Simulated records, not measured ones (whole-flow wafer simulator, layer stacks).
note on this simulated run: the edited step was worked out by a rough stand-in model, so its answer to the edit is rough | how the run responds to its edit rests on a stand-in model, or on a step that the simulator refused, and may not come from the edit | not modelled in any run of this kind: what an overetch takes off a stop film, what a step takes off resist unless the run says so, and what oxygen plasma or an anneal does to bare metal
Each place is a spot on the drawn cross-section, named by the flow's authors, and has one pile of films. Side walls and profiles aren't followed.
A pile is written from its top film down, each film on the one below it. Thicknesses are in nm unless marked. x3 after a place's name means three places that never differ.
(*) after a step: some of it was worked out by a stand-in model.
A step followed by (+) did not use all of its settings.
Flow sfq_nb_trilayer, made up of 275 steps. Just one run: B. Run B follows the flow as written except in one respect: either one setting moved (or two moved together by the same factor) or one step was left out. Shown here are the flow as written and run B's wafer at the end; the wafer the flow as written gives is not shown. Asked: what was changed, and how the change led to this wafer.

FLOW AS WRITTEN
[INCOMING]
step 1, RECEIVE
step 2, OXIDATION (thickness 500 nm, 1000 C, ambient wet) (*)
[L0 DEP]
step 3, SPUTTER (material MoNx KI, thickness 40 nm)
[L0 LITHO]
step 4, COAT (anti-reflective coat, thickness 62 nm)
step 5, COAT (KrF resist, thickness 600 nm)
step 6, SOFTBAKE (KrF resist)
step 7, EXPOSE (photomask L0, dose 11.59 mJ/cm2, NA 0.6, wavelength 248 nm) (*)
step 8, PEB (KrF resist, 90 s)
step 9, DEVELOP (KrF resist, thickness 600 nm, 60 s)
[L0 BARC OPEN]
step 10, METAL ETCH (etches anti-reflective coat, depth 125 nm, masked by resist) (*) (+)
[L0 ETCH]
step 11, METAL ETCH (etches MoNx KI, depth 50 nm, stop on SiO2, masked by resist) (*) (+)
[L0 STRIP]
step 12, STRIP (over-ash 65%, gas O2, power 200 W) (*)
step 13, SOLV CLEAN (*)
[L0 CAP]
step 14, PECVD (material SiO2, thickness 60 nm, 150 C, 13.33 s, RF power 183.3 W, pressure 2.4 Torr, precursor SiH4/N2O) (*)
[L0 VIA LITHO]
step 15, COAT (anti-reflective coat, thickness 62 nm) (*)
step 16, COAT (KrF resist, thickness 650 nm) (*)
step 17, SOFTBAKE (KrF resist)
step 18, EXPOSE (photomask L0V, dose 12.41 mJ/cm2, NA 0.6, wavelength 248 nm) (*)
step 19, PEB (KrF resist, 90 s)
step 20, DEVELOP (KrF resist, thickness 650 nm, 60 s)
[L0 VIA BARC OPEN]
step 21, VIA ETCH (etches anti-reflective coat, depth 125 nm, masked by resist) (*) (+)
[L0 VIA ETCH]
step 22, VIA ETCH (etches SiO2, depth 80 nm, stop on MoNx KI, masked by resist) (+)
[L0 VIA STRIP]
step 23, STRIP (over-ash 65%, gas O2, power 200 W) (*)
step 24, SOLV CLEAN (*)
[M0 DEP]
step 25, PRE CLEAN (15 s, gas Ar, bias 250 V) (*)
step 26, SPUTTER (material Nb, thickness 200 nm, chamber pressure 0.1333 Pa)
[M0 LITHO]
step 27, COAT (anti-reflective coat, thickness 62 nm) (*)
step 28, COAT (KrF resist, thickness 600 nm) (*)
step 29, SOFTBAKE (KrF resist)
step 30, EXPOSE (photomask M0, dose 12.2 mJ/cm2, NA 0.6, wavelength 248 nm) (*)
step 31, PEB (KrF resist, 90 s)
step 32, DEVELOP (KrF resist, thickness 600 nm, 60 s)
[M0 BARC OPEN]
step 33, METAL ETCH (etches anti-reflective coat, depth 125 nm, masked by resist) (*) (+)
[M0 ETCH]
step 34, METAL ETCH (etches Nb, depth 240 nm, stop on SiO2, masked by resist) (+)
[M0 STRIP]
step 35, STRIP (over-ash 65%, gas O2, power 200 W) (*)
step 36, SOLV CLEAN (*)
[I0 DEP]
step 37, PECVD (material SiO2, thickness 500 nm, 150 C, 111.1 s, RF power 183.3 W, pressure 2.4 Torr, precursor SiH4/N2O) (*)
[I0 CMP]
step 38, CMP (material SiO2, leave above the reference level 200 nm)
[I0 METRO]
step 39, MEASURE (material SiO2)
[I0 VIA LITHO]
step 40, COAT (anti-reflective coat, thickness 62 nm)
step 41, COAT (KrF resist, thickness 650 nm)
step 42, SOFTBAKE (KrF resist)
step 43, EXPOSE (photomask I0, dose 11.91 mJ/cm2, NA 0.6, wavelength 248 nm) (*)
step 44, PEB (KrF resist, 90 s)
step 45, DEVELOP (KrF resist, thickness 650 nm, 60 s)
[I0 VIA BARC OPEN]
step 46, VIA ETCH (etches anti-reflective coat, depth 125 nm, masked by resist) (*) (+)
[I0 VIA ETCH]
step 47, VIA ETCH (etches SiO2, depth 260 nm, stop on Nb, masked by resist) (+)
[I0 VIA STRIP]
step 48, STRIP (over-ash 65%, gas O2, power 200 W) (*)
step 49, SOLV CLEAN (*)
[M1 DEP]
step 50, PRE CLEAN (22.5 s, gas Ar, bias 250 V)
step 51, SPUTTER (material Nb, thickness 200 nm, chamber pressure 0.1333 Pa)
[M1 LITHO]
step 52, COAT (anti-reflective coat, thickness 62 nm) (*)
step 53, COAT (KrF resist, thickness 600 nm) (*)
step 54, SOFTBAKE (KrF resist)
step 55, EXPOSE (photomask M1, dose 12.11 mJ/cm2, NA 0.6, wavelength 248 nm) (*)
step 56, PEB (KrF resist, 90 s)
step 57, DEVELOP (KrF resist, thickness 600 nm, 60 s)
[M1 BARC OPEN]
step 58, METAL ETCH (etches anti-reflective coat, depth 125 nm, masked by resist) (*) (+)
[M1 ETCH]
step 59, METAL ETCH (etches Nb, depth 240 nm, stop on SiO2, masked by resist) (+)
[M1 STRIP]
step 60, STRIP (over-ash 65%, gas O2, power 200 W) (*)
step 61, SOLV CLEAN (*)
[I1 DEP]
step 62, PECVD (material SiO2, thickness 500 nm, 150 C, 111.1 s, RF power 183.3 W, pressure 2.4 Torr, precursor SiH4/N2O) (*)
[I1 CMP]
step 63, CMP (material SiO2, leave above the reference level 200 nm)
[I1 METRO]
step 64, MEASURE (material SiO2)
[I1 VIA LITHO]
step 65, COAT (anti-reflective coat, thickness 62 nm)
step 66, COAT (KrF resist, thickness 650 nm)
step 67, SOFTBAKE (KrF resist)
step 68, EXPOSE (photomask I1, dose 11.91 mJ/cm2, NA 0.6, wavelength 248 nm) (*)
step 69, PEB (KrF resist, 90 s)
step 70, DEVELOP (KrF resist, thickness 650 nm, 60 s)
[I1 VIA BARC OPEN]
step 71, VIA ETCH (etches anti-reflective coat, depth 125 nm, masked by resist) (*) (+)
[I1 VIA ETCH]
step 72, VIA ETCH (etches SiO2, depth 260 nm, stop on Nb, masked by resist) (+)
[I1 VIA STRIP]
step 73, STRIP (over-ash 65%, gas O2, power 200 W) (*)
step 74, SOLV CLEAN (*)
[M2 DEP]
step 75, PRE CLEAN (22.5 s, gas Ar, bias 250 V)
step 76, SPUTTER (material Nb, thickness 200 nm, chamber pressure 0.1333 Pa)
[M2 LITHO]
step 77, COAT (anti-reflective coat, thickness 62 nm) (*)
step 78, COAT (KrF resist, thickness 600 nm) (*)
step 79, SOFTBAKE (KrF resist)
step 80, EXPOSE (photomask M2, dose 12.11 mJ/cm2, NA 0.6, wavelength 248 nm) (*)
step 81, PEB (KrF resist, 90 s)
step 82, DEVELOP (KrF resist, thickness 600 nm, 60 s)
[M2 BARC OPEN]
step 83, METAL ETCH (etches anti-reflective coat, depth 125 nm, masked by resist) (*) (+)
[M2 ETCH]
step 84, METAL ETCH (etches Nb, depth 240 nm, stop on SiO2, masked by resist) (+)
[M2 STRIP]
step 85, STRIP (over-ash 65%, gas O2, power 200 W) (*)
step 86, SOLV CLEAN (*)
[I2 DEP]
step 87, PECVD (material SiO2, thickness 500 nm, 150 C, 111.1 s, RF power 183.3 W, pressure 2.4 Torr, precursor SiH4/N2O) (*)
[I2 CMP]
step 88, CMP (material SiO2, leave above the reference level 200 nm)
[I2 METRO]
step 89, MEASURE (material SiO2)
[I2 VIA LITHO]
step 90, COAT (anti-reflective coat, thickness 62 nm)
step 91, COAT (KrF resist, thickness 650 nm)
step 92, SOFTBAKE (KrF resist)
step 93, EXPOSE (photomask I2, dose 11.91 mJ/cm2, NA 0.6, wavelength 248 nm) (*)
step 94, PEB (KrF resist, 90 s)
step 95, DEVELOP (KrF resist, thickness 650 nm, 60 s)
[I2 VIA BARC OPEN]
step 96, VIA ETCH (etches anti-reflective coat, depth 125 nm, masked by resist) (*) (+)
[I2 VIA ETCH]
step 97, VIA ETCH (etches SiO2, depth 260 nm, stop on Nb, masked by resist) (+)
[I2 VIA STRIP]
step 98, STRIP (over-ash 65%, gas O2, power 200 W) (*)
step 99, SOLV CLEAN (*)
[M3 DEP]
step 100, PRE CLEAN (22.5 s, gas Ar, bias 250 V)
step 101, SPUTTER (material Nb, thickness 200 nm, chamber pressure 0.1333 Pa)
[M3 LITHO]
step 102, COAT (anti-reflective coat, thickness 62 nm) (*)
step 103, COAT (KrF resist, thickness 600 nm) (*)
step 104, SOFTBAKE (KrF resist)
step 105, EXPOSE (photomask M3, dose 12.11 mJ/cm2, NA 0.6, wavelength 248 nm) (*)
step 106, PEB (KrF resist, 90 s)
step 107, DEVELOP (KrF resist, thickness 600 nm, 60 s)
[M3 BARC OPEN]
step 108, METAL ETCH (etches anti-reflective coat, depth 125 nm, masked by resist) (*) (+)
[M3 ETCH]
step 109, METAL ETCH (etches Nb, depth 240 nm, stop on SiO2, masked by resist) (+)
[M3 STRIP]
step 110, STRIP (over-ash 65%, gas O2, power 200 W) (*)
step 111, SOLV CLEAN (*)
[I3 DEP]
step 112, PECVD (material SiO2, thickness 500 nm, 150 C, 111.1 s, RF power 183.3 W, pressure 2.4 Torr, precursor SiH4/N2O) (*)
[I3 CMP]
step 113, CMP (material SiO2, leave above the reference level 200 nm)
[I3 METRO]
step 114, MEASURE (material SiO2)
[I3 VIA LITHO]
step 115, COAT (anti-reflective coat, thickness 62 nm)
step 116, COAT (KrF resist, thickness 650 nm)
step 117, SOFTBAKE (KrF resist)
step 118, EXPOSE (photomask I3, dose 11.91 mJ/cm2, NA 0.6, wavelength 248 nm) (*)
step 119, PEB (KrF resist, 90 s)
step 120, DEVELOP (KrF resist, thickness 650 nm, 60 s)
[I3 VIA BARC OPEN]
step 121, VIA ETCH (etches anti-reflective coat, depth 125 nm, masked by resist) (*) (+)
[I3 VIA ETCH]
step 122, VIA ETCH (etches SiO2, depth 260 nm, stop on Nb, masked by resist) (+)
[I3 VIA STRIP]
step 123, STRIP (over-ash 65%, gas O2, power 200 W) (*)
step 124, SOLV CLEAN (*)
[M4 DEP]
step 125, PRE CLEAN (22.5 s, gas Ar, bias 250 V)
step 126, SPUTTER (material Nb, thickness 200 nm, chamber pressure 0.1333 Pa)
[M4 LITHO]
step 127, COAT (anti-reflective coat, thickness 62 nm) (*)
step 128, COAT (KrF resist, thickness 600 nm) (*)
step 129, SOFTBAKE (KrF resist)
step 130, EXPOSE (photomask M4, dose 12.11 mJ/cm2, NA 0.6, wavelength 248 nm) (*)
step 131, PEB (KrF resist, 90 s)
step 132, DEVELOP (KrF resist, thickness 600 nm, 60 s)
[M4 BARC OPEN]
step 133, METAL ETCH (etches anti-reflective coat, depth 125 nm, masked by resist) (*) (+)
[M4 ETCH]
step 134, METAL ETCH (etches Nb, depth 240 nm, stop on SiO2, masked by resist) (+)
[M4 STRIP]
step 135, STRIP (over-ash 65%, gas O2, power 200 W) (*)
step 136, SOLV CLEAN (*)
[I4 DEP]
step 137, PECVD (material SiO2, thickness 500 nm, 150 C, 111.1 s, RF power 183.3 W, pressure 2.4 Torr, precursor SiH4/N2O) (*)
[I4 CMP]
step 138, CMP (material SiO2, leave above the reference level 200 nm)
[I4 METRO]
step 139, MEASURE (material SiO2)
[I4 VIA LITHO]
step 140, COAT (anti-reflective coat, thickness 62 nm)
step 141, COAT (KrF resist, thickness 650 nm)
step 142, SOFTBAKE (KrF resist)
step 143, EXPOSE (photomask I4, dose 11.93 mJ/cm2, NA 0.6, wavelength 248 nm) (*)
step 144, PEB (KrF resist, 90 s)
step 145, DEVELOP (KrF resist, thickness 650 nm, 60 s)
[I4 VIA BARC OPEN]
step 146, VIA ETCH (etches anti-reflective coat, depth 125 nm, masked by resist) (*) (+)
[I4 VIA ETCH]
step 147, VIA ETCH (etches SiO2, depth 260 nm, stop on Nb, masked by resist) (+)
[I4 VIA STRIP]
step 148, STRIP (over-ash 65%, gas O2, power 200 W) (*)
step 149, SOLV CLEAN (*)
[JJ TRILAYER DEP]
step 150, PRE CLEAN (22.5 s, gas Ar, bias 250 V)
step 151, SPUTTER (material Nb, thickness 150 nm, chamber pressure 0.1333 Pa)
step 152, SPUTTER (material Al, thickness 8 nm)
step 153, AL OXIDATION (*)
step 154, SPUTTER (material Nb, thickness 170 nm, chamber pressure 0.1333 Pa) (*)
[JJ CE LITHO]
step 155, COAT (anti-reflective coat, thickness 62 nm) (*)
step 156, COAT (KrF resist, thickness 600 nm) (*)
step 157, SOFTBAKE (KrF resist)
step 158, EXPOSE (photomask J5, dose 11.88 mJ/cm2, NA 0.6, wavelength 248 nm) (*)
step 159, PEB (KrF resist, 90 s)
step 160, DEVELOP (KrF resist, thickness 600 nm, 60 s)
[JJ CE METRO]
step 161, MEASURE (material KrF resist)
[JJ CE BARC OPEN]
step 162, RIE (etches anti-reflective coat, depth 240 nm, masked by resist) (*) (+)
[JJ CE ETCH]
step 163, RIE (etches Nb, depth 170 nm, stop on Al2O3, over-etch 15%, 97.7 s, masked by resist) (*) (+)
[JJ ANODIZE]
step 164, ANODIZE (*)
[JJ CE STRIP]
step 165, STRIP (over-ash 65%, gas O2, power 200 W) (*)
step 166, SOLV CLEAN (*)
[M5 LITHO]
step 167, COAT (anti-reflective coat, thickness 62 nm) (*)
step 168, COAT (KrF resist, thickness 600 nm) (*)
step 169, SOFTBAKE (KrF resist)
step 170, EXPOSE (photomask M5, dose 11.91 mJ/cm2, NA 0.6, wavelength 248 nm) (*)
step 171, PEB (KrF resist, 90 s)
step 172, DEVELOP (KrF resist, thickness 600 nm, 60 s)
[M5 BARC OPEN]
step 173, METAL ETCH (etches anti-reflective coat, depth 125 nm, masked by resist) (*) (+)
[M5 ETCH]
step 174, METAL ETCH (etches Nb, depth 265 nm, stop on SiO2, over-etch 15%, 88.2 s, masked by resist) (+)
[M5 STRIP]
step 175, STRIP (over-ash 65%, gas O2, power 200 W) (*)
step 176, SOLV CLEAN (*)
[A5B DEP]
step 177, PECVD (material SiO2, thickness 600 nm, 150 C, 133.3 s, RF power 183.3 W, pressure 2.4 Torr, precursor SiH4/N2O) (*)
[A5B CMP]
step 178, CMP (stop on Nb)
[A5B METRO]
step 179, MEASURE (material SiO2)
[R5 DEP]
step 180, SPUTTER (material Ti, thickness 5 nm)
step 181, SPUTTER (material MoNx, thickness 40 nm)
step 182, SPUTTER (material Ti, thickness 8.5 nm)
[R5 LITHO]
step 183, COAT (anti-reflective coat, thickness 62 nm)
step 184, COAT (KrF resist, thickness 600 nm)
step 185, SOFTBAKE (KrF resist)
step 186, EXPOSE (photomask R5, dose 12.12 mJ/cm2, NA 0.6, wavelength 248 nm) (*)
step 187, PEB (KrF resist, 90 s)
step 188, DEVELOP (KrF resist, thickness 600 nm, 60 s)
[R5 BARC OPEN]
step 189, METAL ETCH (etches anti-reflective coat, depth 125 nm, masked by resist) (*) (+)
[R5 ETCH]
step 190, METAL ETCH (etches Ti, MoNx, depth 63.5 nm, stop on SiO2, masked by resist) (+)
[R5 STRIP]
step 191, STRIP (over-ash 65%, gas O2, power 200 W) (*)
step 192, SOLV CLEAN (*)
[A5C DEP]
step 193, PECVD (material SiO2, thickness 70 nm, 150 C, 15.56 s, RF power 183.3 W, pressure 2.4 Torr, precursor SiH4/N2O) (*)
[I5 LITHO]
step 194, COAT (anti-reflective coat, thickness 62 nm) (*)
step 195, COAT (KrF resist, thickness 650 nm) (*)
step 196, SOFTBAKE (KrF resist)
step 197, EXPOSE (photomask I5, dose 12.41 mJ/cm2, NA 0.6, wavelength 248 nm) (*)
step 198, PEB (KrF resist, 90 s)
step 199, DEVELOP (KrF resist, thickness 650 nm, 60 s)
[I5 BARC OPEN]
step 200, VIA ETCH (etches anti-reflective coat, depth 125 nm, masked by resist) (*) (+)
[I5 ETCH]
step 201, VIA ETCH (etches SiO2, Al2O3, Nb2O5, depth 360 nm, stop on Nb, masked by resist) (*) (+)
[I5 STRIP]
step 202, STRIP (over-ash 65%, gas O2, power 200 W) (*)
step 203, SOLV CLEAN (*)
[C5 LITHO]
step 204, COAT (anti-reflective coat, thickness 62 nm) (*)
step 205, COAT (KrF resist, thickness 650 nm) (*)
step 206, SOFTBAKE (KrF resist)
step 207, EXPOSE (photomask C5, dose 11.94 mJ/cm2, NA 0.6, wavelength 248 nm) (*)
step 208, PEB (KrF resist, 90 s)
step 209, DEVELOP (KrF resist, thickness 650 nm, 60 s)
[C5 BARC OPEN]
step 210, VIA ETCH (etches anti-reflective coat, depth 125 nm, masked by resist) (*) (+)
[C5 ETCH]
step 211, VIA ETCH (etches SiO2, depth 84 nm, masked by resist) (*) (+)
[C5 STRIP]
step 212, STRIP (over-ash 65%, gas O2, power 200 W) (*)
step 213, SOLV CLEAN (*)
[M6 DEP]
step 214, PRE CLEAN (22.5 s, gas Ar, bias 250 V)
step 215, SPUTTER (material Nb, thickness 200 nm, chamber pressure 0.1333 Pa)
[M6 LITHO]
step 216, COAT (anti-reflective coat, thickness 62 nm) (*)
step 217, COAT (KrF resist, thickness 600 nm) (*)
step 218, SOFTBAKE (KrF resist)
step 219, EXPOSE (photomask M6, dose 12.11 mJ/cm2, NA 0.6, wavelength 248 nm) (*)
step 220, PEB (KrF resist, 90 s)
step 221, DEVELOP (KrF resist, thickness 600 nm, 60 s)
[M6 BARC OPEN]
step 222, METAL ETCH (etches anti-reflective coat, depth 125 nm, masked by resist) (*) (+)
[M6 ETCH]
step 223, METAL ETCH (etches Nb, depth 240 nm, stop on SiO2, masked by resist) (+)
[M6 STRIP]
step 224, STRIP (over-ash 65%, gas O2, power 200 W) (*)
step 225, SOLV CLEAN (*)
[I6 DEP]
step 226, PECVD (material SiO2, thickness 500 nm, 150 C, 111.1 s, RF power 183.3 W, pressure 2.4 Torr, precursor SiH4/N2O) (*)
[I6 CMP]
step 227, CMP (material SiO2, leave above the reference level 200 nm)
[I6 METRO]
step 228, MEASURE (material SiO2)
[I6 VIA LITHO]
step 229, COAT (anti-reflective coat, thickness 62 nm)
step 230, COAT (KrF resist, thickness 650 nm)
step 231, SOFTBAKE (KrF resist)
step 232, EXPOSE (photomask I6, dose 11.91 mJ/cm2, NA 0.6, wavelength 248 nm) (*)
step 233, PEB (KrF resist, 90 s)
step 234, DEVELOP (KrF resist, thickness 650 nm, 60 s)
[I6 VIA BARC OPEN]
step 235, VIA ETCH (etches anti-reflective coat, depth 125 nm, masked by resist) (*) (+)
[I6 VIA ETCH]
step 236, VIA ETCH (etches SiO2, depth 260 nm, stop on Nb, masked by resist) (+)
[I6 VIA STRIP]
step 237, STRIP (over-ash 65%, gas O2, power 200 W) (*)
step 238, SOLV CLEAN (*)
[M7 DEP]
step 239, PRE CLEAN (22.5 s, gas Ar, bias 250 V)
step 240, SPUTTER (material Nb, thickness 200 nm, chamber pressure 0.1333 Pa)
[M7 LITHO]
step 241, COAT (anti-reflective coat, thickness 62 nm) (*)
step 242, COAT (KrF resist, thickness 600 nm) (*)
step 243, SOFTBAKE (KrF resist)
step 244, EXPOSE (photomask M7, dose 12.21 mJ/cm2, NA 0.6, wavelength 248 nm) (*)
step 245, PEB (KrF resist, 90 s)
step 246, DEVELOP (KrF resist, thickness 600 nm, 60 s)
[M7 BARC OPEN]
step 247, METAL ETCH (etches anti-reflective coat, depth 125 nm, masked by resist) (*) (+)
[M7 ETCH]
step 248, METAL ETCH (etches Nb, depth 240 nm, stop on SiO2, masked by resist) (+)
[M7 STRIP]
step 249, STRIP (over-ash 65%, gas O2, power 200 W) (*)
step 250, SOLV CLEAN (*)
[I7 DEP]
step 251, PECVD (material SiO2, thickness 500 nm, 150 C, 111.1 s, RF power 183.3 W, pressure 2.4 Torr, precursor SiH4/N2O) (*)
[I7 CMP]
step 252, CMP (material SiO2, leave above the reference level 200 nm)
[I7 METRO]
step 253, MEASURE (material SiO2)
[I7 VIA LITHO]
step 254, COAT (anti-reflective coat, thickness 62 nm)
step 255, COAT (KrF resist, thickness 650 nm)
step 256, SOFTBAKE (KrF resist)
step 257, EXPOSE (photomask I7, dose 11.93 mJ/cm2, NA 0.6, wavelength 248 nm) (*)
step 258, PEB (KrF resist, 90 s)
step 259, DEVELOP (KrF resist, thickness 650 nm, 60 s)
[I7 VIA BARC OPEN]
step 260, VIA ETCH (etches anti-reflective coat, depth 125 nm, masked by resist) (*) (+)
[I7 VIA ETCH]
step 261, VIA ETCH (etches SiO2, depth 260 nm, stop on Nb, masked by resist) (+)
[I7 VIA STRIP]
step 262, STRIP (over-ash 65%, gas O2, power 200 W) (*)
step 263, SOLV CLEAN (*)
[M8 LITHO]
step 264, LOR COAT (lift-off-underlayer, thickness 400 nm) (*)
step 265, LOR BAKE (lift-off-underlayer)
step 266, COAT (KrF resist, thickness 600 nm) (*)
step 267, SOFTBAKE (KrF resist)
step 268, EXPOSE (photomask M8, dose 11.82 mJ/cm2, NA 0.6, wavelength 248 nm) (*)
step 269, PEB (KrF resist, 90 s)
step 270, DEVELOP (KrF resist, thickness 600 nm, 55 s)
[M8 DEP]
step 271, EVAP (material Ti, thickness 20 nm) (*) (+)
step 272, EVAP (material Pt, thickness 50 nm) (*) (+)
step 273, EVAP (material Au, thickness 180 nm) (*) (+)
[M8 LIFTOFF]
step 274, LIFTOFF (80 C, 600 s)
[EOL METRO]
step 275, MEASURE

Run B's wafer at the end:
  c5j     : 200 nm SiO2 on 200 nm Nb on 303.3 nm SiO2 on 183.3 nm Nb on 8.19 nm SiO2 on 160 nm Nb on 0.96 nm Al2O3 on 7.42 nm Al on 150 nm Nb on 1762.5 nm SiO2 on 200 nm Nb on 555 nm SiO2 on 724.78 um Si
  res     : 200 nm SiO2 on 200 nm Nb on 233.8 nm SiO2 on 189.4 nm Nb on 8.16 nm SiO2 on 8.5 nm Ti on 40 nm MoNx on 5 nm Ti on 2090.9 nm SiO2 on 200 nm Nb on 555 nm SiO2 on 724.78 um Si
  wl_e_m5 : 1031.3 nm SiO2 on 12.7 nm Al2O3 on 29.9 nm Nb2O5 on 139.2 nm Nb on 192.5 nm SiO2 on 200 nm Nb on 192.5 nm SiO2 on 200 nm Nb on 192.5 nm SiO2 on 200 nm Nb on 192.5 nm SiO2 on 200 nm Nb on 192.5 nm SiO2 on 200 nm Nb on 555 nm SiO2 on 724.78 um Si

The reason: step 193, PECVD: thickness 99.8 nm was run, though the flow has thickness 70 nm; step 193, PECVD: 22.17 s was run, where the flow has 15.56 s.

The path from the change to this, step by step:
  step 193, PECVD (material SiO2, thickness 70 nm, 150 C, 15.56 s, RF power 183.3 W, pressure 2.4 Torr, precursor SiH4/N2O) (*)
      field_l, v_sur, via_wl and 92 more: +99.8 SiO2 (in the flow as written it would be: +70 SiO2)
      ce_l, c5j, ce_r and 8 more: +99.8 SiO2 (new film) (in the flow as written it would be: +70 SiO2 (new film))
  step 201, VIA ETCH (etches SiO2, Al2O3, Nb2O5, depth 360 nm, stop on Nb, masked by resist) (*) (+)
      be: -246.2 SiO2 (all of it), -12.7 Al2O3 (all of it), -29.9 Nb2O5 (all of it) (in the flow as written it would be: -216.4 SiO2 (all of it), -12.7 Al2O3 (all of it), -29.9 Nb2O5 (all of it))
  step 204, COAT (anti-reflective coat, thickness 62 nm) (*)
      be: +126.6 anti-reflective coat (new film) (in the flow as written it would be: +122.2 anti-reflective coat (new film))
      be_sur: +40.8 anti-reflective coat (new film) (in the flow as written it would be: +41.8 anti-reflective coat (new film))
  step 205, COAT (KrF resist, thickness 650 nm) (*)
      be: +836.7 KrF resist (new film) (in the flow as written it would be: +815.3 KrF resist (new film))
  step 211, VIA ETCH (etches SiO2, depth 84 nm, masked by resist) (*) (+)
      c5j: -84 SiO2 (in the flow as written it would be: -69.9 SiO2 (all of it), -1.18 Nb)
      res: -84 SiO2 (in the flow as written it would be: -69.9 SiO2 (all of it))
  step 212, STRIP (over-ash 65%, gas O2, power 200 W) (*)
      be: -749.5 KrF resist (all of it), -126.6 anti-reflective coat (all of it) (in the flow as written it would be: -728.2 KrF resist (all of it), -122.2 anti-reflective coat (all of it))
      be_sur: -557.8 KrF resist (all of it), -40.8 anti-reflective coat (all of it) (in the flow as written it would be: -559.6 KrF resist (all of it), -41.8 anti-reflective coat (all of it))
  step 214, PRE CLEAN (22.5 s, gas Ar, bias 250 V)
      c5j: -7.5 SiO2 (in the flow as written it would be: -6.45 Nb)
      res: -7.5 SiO2 (in the flow as written it would be: -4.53 Ti)
  step 215, SPUTTER (material Nb, thickness 200 nm, chamber pressure 0.1333 Pa)
      c5j: +183.3 Nb (new film) (in the flow as written it would be: +188.4 Nb)
      be: +140.7 Nb (in the flow as written it would be: +147.3 Nb)
  step 216, COAT (anti-reflective coat, thickness 62 nm) (*)
      wire: +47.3 anti-reflective coat (new film) (in the flow as written it would be: +48.3 anti-reflective coat (new film))
      be: +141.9 anti-reflective coat (new film) (in the flow as written it would be: +136.7 anti-reflective coat (new film))
      (and at 6 other places as well)
  step 217, COAT (KrF resist, thickness 600 nm) (*)
      be: +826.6 KrF resist (new film) (in the flow as written it would be: +793.9 KrF resist (new film))
  step 224, STRIP (over-ash 65%, gas O2, power 200 W) (*)
      wire: -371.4 KrF resist (all of it), -47.3 anti-reflective coat (all of it) (in the flow as written it would be: -369.8 KrF resist (all of it), -48.3 anti-reflective coat (all of it))
      be: -608.4 KrF resist (all of it), -141.9 anti-reflective coat (all of it) (in the flow as written it would be: -575.8 KrF resist (all of it), -136.7 anti-reflective coat (all of it))
      (and at 6 other places as well)
  step 226, PECVD (material SiO2, thickness 500 nm, 150 C, 111.1 s, RF power 183.3 W, pressure 2.4 Torr, precursor SiH4/N2O) (*)
      be: +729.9 SiO2 (new film) (in the flow as written it would be: +693.5 SiO2 (new film))
      c5j: +533.8 SiO2 (new film) (in the flow as written it would be: +514.7 SiO2 (new film))
  step 227, CMP (material SiO2, leave above the reference level 200 nm)
      res: -258.7 SiO2 (in the flow as written it would be: -279.4 SiO2)
Taking metal films that touch as one body, c5j has 5 bodies (between them, from the top down: SiO2 303.3; SiO2 8.19; Al2O3 0.96; SiO2 1762.5); the flow as written gives 4 bodies (between them, from the top down: SiO2 284.2; Al2O3 0.96; SiO2 1762.5).
Taking metal films that touch as one body, res has 4 bodies (between them, from the top down: SiO2 233.8; SiO2 8.16; SiO2 2090.9); the flow as written gives 3 bodies (between them, from the top down: SiO2 213.1; SiO2 2090.9).
